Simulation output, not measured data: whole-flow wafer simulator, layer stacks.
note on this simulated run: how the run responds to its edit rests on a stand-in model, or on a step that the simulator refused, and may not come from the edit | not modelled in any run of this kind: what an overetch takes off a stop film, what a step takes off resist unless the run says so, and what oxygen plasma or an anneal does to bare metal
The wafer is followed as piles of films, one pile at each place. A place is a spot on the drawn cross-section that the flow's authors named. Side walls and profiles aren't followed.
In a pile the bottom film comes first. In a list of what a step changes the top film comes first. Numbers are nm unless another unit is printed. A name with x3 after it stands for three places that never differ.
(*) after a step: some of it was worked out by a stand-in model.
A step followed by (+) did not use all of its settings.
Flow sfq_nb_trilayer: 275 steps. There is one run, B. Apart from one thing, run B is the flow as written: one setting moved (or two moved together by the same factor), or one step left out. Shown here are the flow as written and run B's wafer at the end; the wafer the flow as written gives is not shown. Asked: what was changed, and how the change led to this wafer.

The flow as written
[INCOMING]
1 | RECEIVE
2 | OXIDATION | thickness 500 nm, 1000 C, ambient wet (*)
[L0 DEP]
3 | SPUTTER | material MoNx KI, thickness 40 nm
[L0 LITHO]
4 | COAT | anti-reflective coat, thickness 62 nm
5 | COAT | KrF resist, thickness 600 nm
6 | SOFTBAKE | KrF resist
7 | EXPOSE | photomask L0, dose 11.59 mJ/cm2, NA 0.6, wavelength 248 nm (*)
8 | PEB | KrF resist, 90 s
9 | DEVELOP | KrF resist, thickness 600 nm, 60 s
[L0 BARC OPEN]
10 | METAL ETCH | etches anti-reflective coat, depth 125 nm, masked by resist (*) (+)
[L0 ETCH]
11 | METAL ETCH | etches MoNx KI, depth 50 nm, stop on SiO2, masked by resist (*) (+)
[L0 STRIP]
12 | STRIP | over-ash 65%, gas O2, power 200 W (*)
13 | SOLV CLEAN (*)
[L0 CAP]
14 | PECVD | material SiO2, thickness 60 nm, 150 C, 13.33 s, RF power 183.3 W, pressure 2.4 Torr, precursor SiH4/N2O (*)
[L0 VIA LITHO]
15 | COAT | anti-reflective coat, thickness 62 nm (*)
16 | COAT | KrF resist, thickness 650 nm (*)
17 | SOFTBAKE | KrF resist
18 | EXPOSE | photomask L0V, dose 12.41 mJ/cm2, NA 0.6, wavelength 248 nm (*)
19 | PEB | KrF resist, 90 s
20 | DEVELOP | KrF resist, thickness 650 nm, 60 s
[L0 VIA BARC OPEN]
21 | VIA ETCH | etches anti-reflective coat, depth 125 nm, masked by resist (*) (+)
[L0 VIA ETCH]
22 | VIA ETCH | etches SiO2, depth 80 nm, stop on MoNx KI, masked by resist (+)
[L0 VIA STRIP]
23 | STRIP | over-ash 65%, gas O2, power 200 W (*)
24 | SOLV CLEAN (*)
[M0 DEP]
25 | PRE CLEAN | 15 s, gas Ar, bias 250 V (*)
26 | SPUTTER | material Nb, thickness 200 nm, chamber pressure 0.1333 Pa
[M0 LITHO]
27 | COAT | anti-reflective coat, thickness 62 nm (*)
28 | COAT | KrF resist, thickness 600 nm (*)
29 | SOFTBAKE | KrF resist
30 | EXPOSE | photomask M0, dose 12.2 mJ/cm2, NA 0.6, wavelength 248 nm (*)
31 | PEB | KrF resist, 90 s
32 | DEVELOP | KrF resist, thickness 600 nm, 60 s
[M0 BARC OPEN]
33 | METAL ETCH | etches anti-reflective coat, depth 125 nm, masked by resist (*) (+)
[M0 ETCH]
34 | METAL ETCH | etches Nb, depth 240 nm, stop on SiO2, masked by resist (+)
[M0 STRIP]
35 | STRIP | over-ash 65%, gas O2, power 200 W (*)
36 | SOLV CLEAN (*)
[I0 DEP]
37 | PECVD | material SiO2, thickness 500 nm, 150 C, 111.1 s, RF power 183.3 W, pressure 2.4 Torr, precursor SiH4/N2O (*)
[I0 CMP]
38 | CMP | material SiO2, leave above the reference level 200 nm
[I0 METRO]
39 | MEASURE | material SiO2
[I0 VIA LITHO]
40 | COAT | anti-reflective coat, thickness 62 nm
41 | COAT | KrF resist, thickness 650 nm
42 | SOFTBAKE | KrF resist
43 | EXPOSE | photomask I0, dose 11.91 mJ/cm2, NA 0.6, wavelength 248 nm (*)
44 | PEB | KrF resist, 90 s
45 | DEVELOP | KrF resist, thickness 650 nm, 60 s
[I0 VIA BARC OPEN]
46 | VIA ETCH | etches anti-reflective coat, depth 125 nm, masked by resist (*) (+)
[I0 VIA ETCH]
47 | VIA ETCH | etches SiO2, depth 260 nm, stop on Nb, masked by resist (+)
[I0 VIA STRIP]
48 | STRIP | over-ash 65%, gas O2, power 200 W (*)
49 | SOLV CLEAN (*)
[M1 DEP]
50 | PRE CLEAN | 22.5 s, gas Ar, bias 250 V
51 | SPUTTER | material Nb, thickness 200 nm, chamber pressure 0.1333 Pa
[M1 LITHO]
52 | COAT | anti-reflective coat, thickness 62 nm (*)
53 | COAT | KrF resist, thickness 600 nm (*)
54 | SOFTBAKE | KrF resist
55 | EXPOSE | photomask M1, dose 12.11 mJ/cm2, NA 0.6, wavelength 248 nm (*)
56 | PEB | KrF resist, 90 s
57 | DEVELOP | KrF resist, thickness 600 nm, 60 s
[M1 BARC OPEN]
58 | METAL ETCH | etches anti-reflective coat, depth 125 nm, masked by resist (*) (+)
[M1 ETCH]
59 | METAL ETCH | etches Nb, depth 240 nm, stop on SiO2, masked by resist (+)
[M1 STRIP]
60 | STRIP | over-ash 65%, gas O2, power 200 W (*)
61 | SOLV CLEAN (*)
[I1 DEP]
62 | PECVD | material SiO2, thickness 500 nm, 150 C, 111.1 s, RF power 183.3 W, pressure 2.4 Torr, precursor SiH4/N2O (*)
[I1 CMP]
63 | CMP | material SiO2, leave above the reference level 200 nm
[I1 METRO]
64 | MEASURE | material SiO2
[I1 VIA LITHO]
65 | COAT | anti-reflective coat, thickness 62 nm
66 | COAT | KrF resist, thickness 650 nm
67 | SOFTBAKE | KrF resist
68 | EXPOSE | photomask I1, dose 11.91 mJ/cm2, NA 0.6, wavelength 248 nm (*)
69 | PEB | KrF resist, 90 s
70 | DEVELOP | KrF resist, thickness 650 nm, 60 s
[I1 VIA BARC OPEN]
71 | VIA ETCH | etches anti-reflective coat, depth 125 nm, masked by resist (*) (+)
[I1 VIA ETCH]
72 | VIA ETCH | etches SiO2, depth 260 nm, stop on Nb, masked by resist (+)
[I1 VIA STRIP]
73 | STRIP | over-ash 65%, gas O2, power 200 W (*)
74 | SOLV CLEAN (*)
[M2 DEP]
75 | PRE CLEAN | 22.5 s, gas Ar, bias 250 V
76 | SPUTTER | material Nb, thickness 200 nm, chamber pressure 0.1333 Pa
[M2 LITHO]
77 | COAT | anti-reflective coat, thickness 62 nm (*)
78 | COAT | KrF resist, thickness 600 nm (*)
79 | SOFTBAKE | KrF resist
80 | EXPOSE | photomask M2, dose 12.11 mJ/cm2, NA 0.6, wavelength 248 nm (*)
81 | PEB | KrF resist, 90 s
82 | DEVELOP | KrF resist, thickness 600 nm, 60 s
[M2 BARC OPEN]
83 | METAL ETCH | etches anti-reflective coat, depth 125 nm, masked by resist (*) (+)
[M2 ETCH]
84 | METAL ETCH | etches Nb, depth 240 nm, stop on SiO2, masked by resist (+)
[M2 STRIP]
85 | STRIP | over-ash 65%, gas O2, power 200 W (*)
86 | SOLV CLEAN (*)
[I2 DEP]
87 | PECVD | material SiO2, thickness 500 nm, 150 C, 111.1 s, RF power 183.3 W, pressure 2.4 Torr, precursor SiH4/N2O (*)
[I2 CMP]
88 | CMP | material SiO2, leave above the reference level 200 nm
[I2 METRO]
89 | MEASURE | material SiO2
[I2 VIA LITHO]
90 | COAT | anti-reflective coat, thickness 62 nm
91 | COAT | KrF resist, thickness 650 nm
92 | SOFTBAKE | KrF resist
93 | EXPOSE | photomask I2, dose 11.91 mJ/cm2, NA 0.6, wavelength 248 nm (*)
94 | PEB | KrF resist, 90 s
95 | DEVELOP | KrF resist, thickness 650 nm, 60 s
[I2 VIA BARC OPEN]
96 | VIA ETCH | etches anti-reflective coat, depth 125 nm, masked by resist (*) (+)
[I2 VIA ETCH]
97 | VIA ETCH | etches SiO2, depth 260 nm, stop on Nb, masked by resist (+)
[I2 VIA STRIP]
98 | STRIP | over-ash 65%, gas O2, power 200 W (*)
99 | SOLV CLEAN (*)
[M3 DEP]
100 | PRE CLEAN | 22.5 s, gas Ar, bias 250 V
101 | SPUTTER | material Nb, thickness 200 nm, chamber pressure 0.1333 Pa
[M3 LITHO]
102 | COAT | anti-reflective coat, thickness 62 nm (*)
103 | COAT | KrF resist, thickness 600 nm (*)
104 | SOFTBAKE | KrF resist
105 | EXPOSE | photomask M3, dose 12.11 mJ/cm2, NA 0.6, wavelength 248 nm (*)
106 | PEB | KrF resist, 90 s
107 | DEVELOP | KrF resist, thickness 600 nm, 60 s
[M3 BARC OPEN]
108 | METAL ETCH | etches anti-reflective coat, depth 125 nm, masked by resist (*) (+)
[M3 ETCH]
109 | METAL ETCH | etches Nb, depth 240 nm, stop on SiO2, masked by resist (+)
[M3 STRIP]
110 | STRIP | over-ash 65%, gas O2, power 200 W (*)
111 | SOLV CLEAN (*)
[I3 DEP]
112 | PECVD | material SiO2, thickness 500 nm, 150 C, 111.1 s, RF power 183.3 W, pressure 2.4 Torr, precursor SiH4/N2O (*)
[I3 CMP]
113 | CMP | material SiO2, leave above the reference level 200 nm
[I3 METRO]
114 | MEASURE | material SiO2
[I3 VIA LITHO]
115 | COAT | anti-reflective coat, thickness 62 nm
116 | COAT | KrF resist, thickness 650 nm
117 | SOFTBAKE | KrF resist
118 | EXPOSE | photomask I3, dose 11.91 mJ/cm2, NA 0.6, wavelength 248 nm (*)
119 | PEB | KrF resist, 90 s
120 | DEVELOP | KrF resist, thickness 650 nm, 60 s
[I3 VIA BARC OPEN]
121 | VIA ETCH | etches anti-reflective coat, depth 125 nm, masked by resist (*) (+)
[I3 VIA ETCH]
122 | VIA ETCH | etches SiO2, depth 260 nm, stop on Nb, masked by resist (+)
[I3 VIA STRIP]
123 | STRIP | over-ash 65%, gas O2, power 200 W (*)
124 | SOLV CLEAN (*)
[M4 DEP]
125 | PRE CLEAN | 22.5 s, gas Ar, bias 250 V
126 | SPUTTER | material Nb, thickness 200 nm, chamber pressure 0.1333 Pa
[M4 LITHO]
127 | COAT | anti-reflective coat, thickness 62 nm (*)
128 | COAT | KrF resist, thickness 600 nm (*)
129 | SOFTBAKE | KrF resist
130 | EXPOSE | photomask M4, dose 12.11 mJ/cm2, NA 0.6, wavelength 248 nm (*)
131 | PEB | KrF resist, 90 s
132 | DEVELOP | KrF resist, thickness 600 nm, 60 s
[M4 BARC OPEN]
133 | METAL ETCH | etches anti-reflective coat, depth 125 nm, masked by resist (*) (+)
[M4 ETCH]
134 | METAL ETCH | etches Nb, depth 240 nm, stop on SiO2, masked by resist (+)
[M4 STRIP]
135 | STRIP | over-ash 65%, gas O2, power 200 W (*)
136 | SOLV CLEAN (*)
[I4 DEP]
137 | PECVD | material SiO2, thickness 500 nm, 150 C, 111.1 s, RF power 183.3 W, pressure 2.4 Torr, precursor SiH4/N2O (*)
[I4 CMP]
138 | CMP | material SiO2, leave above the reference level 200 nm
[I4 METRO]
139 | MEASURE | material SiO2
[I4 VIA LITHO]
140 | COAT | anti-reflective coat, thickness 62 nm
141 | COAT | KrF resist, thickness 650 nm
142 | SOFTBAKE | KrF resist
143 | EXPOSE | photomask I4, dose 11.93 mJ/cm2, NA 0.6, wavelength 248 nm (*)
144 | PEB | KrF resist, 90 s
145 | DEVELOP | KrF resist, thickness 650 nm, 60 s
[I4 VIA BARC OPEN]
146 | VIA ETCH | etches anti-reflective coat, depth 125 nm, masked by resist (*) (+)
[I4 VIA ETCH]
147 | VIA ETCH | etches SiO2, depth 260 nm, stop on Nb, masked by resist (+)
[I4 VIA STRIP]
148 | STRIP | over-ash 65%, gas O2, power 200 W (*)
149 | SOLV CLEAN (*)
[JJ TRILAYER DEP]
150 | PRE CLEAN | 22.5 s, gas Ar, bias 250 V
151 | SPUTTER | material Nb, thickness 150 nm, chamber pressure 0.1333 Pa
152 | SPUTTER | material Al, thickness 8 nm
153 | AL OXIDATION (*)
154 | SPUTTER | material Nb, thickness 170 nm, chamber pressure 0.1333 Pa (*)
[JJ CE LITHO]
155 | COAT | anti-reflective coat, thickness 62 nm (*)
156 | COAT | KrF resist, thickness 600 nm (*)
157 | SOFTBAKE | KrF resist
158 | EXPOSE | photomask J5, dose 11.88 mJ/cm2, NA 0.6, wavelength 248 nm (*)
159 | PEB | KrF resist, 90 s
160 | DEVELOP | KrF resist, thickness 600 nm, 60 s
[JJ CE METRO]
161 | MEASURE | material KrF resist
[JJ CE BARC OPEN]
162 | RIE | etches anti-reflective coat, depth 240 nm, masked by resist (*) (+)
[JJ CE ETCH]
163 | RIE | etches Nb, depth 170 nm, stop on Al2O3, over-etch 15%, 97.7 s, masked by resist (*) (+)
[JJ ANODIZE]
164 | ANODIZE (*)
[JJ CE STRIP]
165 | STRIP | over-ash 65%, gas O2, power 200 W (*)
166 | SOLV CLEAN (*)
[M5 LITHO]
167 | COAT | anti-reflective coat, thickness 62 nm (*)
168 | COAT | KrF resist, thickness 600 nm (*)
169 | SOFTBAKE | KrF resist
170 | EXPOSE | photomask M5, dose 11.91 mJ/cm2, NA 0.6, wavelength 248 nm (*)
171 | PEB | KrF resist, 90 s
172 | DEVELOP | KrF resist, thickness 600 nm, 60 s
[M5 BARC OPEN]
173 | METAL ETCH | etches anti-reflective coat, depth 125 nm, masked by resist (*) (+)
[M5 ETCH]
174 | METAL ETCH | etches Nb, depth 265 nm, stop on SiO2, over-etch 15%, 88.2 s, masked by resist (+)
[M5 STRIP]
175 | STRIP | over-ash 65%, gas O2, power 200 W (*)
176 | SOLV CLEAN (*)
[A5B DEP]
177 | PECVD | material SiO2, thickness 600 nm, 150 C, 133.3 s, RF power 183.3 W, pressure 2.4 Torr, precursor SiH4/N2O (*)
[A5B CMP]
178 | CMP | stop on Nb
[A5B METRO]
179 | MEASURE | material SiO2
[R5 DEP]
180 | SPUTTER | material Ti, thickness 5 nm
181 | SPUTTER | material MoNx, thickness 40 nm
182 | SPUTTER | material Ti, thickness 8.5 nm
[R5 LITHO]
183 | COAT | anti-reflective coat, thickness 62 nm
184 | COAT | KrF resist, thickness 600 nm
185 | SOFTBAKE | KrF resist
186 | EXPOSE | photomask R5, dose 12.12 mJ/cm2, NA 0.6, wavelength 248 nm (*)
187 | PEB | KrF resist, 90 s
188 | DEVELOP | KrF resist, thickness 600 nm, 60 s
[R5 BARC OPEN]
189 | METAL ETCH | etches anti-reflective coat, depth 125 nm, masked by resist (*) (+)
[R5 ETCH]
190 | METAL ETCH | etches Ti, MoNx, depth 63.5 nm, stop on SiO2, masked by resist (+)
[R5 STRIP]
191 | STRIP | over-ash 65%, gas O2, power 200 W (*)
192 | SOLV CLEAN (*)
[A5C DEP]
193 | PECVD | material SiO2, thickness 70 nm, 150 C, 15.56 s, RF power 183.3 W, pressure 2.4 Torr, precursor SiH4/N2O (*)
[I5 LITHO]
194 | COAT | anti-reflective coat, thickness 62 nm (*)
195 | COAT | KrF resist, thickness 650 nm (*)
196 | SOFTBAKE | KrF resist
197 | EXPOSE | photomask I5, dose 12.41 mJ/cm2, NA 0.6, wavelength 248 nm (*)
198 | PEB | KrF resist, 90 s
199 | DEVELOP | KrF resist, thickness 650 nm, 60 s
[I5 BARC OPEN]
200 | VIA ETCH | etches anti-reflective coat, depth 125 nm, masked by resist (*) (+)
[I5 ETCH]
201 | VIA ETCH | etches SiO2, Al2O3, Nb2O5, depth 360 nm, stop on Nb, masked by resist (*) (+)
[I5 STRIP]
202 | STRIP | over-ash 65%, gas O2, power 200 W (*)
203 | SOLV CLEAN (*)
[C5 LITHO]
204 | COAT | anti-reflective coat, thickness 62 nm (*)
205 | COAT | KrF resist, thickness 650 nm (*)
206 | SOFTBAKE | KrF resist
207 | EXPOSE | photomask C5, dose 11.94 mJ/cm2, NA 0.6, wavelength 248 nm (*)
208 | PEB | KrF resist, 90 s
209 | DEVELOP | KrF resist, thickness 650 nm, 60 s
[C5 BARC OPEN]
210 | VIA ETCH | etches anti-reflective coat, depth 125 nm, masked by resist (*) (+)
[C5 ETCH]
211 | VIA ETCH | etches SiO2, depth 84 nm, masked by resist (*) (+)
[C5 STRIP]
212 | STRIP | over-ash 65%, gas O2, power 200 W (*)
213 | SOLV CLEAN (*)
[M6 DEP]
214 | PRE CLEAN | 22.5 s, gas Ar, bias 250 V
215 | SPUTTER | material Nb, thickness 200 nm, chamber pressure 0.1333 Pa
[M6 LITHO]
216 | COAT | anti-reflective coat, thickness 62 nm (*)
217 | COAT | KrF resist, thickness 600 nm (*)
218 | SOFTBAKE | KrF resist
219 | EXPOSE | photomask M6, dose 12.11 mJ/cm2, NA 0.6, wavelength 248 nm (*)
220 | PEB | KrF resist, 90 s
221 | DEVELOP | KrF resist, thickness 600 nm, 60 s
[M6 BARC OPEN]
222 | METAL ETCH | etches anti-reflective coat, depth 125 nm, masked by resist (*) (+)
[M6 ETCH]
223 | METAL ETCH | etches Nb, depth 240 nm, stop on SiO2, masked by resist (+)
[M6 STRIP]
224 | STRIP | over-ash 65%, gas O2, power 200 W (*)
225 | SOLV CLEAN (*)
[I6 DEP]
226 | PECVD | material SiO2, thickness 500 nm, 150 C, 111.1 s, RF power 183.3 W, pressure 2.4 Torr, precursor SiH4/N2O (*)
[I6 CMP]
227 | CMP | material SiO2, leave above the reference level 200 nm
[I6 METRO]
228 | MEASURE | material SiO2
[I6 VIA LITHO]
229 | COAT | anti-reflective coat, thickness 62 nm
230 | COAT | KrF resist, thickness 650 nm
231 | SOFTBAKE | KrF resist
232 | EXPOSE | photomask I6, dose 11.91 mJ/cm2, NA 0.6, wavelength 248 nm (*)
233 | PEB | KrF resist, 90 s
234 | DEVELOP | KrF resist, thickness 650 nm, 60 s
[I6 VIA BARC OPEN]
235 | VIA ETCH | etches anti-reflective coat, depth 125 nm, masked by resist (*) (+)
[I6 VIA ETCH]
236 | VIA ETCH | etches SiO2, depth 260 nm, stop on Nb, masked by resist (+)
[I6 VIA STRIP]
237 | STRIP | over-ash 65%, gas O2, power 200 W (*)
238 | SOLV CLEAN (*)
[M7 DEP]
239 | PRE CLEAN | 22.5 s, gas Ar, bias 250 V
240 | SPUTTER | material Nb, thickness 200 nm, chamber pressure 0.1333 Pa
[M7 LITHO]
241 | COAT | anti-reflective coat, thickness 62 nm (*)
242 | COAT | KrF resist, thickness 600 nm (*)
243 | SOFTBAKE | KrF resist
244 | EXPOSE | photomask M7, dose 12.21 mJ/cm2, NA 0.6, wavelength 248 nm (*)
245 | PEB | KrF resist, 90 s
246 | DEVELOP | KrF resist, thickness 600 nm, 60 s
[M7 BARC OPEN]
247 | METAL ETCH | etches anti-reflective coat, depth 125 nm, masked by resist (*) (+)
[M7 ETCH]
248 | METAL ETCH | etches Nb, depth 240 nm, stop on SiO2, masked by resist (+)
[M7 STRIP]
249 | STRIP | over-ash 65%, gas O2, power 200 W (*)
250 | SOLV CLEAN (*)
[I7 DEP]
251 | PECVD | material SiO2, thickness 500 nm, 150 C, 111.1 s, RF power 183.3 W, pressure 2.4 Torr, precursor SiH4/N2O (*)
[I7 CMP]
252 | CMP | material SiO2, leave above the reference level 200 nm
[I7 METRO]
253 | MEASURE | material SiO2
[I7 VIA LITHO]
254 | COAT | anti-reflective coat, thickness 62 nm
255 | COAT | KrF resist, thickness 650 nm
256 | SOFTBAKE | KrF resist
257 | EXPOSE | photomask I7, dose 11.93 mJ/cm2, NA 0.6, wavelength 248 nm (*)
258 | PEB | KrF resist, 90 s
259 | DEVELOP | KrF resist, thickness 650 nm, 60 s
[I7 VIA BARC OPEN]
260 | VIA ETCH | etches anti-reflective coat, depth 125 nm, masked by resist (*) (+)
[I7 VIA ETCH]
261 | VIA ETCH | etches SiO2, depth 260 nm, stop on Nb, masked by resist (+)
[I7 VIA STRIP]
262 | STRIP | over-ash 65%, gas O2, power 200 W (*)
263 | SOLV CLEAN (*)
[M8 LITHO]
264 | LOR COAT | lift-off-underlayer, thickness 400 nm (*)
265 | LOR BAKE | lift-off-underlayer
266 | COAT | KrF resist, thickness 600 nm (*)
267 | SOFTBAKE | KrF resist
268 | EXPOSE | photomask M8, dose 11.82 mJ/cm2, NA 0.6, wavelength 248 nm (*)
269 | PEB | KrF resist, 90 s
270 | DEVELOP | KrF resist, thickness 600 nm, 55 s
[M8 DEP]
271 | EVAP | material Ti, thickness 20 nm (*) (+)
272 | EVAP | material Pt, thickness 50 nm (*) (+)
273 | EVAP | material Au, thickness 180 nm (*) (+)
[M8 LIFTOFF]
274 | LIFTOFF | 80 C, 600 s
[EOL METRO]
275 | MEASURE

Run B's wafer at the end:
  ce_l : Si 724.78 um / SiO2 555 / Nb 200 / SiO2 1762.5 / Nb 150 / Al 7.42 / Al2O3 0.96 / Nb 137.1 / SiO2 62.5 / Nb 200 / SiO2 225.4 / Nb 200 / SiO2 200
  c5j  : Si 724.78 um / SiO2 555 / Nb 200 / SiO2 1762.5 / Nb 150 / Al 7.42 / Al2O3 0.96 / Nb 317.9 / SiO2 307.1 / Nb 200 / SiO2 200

Cause: step 190, METAL ETCH: depth 86.4 nm was run, while the flow as written has depth 63.5 nm.

Step by step, how the change led to this:
  190 | METAL ETCH | etches Ti, MoNx, depth 63.5 nm, stop on SiO2, masked by resist (+)
      be_r, r_sur, res, r_end, r5r_line_l, r5r_line_c, r5r_line_r: -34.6 KrF resist (in the flow as written it would be: -25.4 KrF resist)
      ce_l, c5j, ce_r, wl_jj: -8.5 Ti (all of it), -40 MoNx (all of it), -5 Ti (all of it), -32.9 Nb (in the flow as written it would be: -8.5 Ti (all of it), -40 MoNx (all of it), -5 Ti (all of it), -10 Nb)
  194 | COAT | anti-reflective coat, thickness 62 nm (*)
      wl_j_sl, wl_j_sr: +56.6 anti-reflective coat (new film) (in the flow as written it would be: +60.2 anti-reflective coat (new film))
      jj_sur: +57.2 anti-reflective coat (new film) (in the flow as written it would be: +60.8 anti-reflective coat (new film))
      (as well as at 5 more places)
  202 | STRIP | over-ash 65%, gas O2, power 200 W (*)
      wl_j_sl, wl_j_sr: -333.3 KrF resist (all of it), -56.6 anti-reflective coat (all of it) (in the flow as written it would be: -333.3 KrF resist (all of it), -60.2 anti-reflective coat (all of it))
      jj_sur: -337.5 KrF resist (all of it), -57.2 anti-reflective coat (all of it) (in the flow as written it would be: -337.2 KrF resist (all of it), -60.8 anti-reflective coat (all of it))
      (as well as at 5 more places)
  204 | COAT | anti-reflective coat, thickness 62 nm (*)
      wl_j_sl, wl_j_sr: +56.6 anti-reflective coat (new film) (in the flow as written it would be: +60.2 anti-reflective coat (new film))
      jj_sur: +55.9 anti-reflective coat (new film) (in the flow as written it would be: +59.5 anti-reflective coat (new film))
      (as well as at 5 more places)
  210 | VIA ETCH | etches anti-reflective coat, depth 125 nm, masked by resist (*) (+)
      c5j: -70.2 anti-reflective coat (all of it), -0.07 SiO2 (in the flow as written it would be: -63.9 anti-reflective coat (all of it), -0.11 SiO2)
  212 | STRIP | over-ash 65%, gas O2, power 200 W (*)
      wl_j_sl, wl_j_sr: -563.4 KrF resist (all of it), -56.6 anti-reflective coat (all of it) (in the flow as written it would be: -563.4 KrF resist (all of it), -60.2 anti-reflective coat (all of it))
      jj_sur: -562.2 KrF resist (all of it), -55.9 anti-reflective coat (all of it) (in the flow as written it would be: -562 KrF resist (all of it), -59.5 anti-reflective coat (all of it))
      (as well as at 4 more places)
  216 | COAT | anti-reflective coat, thickness 62 nm (*)
      wl_j_sl, wl_j_sr: +56.7 anti-reflective coat (new film) (in the flow as written it would be: +60.2 anti-reflective coat (new film))
      jj_sur: +52.3 anti-reflective coat (new film) (in the flow as written it would be: +56.1 anti-reflective coat (new film))
      (as well as at 5 more places)
  224 | STRIP | over-ash 65%, gas O2, power 200 W (*)
      wl_j_sl, wl_j_sr: -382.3 KrF resist (all of it), -56.7 anti-reflective coat (all of it) (in the flow as written it would be: -382.5 KrF resist (all of it), -60.2 anti-reflective coat (all of it))
      jj_sur: -378.5 KrF resist (all of it), -52.3 anti-reflective coat (all of it) (in the flow as written it would be: -378.5 KrF resist (all of it), -56.1 anti-reflective coat (all of it))
      (as well as at 5 more places)
  227 | CMP | material SiO2, leave above the reference level 200 nm
      ce_l, ce_r, wl_jj: -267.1 SiO2 (in the flow as written it would be: -290 SiO2)
      c5j: -200.1 SiO2 (in the flow as written it would be: -223 SiO2)
